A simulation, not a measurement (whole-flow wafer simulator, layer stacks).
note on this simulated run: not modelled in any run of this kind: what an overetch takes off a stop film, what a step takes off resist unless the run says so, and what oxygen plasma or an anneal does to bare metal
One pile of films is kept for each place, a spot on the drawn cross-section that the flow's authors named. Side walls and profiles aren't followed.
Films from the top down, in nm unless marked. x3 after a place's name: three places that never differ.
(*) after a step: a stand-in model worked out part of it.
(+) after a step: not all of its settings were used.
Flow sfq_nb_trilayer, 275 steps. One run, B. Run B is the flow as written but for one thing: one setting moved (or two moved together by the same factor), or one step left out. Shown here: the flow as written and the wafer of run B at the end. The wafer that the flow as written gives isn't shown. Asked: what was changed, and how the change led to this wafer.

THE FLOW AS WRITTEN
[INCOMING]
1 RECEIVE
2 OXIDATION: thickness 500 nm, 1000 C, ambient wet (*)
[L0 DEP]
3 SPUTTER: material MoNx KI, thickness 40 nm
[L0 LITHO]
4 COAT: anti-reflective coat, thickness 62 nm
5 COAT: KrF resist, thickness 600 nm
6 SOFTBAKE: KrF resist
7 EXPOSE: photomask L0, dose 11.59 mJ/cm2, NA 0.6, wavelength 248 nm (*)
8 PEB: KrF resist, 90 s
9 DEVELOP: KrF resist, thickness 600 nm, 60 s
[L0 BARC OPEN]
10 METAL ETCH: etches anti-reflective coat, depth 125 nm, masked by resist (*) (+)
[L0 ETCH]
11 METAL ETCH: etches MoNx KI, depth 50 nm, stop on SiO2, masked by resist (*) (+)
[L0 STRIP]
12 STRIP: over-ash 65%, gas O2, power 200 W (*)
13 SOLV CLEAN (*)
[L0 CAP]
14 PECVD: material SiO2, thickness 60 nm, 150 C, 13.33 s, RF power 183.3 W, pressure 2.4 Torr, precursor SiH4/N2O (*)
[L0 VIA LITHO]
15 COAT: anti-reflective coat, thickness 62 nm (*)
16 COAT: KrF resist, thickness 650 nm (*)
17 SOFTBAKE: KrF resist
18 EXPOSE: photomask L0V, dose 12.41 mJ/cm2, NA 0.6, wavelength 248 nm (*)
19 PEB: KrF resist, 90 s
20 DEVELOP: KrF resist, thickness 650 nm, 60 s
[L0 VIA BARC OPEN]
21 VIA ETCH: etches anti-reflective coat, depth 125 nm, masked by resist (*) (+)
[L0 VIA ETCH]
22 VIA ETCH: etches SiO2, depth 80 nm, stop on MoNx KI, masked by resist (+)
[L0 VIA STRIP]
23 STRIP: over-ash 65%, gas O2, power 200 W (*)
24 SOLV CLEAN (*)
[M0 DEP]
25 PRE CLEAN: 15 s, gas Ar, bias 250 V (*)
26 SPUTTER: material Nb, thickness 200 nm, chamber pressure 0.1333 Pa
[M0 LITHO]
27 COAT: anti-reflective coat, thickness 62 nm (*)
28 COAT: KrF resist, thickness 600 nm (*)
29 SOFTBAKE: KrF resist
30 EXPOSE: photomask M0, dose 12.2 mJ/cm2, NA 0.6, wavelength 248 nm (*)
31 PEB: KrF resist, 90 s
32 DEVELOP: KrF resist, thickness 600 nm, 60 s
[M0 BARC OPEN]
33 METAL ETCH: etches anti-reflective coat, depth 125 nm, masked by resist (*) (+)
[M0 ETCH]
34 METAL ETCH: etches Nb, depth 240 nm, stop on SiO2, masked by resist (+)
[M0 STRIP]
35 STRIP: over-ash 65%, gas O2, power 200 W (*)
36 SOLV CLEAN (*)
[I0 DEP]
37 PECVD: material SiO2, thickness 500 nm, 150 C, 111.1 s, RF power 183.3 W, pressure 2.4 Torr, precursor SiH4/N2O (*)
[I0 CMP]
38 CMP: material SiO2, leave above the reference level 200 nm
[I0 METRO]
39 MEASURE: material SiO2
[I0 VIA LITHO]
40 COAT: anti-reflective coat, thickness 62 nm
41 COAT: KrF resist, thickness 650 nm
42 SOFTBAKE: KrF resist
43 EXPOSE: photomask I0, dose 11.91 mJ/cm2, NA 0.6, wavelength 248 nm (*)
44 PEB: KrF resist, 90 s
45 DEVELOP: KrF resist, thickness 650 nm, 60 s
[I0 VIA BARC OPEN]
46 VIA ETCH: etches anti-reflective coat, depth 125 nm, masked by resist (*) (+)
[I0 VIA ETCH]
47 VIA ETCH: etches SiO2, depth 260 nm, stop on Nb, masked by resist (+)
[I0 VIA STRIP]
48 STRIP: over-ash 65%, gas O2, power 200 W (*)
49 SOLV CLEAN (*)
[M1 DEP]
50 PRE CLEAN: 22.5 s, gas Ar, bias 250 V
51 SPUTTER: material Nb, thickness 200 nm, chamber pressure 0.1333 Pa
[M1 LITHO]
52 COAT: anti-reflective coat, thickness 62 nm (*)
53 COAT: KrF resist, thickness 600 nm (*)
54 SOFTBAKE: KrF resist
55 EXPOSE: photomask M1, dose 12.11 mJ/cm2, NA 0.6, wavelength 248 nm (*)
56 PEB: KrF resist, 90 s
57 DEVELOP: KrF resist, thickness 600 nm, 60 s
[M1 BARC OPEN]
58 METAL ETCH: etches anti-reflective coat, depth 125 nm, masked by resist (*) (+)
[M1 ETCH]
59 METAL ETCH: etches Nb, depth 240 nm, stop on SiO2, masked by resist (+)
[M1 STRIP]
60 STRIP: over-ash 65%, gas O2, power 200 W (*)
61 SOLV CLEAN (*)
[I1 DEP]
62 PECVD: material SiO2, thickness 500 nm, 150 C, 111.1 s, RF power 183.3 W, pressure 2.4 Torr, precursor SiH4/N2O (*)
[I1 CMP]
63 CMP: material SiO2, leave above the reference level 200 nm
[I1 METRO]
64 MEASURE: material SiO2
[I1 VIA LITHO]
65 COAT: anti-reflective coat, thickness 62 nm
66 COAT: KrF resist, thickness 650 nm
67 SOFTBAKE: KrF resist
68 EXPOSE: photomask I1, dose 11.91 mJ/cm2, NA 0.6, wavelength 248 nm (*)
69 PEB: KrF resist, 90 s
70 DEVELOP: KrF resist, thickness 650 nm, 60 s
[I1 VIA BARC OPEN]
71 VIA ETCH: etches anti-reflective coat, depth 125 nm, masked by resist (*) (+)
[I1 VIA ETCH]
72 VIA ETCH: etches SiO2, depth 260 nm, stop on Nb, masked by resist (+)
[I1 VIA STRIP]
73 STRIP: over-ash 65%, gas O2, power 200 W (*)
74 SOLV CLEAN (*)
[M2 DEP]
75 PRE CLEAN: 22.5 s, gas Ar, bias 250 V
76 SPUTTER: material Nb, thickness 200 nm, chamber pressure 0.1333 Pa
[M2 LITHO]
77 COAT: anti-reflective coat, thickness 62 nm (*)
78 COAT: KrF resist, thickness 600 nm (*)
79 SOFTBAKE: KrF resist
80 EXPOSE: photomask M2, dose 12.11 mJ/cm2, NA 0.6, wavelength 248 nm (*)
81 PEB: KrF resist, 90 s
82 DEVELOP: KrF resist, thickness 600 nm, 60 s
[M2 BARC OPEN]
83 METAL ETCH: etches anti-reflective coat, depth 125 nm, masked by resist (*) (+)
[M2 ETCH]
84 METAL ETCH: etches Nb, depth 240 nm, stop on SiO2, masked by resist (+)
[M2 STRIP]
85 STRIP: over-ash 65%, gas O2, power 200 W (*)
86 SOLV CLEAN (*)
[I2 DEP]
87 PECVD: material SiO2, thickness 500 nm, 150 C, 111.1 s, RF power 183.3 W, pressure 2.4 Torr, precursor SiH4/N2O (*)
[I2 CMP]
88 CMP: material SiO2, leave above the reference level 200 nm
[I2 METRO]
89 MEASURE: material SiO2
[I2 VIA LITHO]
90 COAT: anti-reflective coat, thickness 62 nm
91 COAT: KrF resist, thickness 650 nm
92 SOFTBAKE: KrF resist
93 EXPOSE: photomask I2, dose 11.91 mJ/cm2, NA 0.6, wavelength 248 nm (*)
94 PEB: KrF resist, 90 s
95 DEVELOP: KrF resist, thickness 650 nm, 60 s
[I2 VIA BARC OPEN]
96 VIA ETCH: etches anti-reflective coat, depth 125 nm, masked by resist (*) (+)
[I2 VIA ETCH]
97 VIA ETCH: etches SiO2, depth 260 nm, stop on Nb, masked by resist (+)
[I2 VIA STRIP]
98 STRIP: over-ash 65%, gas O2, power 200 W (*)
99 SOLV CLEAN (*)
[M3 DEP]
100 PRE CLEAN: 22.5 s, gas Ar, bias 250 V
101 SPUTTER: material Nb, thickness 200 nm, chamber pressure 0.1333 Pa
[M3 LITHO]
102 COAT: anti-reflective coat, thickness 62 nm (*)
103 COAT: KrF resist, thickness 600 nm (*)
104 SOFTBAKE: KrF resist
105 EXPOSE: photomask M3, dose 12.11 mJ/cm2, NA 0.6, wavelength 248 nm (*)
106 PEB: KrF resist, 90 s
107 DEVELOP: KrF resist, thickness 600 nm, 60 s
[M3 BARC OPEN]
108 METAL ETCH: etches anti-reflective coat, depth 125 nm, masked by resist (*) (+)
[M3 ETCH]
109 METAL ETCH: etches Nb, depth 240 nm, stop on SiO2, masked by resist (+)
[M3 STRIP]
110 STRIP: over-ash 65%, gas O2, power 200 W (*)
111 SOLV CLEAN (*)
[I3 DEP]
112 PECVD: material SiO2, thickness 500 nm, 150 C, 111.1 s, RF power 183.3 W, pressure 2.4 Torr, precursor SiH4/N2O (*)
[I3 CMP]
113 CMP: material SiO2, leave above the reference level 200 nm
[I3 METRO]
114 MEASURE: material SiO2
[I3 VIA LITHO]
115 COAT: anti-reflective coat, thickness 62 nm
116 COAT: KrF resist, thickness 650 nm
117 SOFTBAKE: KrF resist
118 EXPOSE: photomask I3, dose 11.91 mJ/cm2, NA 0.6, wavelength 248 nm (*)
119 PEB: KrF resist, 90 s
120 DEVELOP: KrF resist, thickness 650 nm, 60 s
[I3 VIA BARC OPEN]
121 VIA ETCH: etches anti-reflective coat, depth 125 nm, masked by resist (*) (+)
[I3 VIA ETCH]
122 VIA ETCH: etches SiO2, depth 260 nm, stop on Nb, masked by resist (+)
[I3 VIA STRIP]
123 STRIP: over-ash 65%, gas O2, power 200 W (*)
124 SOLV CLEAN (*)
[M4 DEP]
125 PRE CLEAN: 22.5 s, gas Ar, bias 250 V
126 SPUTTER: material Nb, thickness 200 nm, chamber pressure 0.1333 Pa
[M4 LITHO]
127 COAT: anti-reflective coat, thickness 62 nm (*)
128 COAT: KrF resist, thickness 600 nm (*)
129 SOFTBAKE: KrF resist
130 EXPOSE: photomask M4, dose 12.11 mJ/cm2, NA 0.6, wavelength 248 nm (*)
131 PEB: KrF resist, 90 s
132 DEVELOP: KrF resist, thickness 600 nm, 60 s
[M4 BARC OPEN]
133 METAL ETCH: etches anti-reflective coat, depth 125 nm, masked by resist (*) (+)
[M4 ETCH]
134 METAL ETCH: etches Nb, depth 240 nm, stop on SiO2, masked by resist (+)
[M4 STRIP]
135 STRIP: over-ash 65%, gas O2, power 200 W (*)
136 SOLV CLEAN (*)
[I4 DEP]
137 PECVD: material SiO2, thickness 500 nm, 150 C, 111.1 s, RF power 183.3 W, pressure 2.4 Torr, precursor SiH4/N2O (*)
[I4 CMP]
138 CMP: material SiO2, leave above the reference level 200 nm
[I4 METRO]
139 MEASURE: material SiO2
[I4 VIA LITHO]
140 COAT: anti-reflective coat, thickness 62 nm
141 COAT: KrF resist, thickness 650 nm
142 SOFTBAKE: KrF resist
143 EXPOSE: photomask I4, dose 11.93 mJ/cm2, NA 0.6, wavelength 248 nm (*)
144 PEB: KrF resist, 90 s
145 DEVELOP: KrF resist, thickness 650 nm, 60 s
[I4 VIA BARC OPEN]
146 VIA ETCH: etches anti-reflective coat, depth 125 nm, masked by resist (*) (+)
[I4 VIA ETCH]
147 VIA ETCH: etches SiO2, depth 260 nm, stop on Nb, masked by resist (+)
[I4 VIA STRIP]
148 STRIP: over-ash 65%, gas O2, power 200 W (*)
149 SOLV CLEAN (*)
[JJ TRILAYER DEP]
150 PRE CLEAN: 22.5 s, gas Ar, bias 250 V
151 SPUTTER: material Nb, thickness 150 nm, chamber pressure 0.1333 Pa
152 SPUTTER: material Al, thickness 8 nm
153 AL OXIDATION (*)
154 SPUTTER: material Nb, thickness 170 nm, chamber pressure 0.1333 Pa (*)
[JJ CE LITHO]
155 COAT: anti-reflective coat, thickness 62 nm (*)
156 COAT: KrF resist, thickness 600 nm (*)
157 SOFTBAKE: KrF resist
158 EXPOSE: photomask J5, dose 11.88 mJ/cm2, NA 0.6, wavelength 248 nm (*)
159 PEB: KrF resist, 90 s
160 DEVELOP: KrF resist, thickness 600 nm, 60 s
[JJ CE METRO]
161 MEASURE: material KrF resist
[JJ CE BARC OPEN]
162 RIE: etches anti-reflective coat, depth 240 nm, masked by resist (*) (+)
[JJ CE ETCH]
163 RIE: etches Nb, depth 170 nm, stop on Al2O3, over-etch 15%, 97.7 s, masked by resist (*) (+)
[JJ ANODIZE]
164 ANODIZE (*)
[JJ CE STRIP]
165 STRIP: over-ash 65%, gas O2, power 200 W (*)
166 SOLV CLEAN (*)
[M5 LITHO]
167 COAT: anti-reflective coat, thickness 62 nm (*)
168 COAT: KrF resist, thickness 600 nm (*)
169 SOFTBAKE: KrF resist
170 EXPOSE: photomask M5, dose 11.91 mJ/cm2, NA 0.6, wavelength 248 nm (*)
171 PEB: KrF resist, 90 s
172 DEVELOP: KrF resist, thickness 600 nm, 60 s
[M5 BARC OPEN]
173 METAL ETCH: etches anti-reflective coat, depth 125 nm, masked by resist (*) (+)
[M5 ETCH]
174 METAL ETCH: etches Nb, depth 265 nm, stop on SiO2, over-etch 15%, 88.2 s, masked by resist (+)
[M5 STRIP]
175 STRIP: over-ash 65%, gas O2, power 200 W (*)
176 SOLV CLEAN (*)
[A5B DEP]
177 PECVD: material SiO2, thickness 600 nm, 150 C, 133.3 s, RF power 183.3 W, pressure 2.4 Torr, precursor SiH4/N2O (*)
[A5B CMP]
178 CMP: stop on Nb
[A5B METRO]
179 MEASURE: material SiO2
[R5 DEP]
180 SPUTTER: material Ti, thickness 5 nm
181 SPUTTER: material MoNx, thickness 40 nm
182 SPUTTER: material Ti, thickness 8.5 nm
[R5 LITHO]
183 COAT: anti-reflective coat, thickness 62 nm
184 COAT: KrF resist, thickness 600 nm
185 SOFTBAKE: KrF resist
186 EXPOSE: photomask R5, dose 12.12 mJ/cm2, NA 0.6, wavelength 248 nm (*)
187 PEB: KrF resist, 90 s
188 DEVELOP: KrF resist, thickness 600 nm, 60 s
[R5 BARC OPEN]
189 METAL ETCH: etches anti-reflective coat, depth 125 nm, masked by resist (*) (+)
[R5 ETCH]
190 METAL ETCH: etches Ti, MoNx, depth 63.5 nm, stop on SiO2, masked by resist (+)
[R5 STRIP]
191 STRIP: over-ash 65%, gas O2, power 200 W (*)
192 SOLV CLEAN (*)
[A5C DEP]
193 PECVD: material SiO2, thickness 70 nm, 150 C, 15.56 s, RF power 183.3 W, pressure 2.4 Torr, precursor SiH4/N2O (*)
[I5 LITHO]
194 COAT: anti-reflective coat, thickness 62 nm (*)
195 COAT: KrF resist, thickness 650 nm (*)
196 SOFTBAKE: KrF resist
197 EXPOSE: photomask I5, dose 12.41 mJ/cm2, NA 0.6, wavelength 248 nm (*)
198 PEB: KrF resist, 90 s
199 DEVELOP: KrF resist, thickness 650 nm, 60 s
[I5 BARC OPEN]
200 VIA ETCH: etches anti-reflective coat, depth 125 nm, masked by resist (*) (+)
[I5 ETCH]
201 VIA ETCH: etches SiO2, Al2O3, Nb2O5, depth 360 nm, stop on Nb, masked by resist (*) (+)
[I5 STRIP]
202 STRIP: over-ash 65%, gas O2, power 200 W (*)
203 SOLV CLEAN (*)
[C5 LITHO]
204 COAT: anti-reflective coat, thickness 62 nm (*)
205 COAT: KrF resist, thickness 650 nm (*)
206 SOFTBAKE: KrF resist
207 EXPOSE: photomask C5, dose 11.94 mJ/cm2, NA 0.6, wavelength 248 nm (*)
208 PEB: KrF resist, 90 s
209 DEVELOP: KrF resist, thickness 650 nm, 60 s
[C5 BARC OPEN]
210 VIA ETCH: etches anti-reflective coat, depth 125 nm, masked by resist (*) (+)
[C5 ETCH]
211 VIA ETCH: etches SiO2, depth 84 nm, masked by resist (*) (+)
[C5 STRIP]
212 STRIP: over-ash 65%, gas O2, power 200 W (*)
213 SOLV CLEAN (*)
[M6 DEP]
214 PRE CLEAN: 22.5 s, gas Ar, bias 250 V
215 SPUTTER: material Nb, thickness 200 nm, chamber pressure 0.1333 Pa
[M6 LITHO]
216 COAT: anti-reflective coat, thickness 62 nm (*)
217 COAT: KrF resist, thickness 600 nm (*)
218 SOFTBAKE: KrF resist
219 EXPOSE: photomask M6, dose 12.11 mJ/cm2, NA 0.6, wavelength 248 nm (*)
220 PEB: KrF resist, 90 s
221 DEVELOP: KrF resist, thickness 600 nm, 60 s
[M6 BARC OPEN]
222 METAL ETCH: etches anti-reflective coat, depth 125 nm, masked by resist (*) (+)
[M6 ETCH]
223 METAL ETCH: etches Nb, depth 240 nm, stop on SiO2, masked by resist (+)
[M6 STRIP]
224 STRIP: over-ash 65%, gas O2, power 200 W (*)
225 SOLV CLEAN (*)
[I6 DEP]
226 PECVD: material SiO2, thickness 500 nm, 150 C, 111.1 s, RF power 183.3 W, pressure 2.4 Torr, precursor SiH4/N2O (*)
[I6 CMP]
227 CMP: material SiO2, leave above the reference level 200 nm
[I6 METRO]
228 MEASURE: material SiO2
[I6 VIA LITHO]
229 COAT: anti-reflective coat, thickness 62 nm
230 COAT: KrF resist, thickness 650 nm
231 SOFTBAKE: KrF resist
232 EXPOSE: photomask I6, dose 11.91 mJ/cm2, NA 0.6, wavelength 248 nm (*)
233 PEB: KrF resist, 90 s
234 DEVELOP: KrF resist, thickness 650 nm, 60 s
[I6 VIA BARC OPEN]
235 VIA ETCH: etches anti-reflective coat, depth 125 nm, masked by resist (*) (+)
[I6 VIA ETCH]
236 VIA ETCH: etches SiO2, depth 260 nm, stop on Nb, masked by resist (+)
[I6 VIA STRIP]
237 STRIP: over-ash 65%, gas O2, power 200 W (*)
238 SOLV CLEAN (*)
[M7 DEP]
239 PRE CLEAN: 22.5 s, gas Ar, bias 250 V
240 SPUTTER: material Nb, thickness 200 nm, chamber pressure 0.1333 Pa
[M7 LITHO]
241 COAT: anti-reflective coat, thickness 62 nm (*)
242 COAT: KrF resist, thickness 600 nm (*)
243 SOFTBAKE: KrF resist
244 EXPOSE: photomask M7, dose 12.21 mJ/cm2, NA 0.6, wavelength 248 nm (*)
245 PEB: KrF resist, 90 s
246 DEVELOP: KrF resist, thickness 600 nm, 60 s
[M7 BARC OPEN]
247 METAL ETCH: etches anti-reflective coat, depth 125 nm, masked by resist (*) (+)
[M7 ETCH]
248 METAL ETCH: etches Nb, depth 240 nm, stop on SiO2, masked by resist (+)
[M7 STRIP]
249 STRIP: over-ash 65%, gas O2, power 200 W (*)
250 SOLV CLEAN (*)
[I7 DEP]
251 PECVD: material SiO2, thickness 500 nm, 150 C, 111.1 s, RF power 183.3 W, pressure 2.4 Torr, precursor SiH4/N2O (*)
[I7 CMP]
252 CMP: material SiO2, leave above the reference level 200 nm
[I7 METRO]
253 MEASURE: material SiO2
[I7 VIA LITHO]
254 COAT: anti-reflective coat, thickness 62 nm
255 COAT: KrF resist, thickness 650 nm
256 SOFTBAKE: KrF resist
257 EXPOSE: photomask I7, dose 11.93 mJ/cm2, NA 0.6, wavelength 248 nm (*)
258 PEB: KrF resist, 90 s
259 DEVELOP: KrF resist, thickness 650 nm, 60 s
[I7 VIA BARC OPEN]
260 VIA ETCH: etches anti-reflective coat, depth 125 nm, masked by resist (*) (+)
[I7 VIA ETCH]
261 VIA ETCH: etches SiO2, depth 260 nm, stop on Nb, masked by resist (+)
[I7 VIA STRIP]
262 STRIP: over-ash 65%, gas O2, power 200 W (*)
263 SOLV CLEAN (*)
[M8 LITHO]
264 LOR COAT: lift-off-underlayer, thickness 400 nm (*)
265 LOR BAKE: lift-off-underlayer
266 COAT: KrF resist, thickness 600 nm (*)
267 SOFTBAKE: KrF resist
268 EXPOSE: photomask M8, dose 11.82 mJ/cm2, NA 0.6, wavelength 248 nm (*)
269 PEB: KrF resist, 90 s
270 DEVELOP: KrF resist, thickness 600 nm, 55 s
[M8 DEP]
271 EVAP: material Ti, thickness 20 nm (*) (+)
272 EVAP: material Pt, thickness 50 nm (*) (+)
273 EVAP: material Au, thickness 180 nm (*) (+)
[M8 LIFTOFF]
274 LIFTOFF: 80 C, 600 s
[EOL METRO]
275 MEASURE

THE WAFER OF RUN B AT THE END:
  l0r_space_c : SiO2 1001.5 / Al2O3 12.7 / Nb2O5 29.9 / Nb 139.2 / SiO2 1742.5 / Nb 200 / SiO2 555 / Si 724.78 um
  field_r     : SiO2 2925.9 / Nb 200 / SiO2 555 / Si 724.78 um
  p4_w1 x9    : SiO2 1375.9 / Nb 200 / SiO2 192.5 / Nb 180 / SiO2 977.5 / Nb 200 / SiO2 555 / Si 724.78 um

The cause: step 101, SPUTTER: thickness 180 nm was run, where the flow has thickness 200 nm.
It can be read off the wafer: p4_w1 x9 has Nb 180, and step 101 as written asks for 200 nm.

How the change led to this, step by step:
  101 SPUTTER: material Nb, thickness 200 nm, chamber pressure 0.1333 Pa
      field_l, v_sur, via_wl and 102 more: Nb +180 (new film) (as written it would be: Nb +200 (new film))
      via_w: Nb +148.8 (as written it would be: Nb +165.5)
  102 COAT: anti-reflective coat, thickness 62 nm (*)
      via_wl: anti-reflective coat +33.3 (new film) (as written it would be: anti-reflective coat +34.2 (new film))
  109 METAL ETCH: etches Nb, depth 240 nm, stop on SiO2, masked by resist (+)
      field_l, be, be_sur and 72 more: Nb -180 (all of it) (as written it would be: Nb -200 (all of it))
  110 STRIP: over-ash 65%, gas O2, power 200 W (*)
      via_wl: KrF resist -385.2 (all of it), anti-reflective coat -33.3 (all of it) (as written it would be: KrF resist -384.2 (all of it), anti-reflective coat -34.2 (all of it))
  112 PECVD: material SiO2, thickness 500 nm, 150 C, 111.1 s, RF power 183.3 W, pressure 2.4 Torr, precursor SiH4/N2O (*)
      p4_g1 x2, p3_s0 x6: SiO2 +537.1 (as written it would be: SiO2 +557.1)
  113 CMP: material SiO2, leave above the reference level 200 nm
      field_l, be, be_sur and 64 more: SiO2 -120 (as written it would be: SiO2 -100)
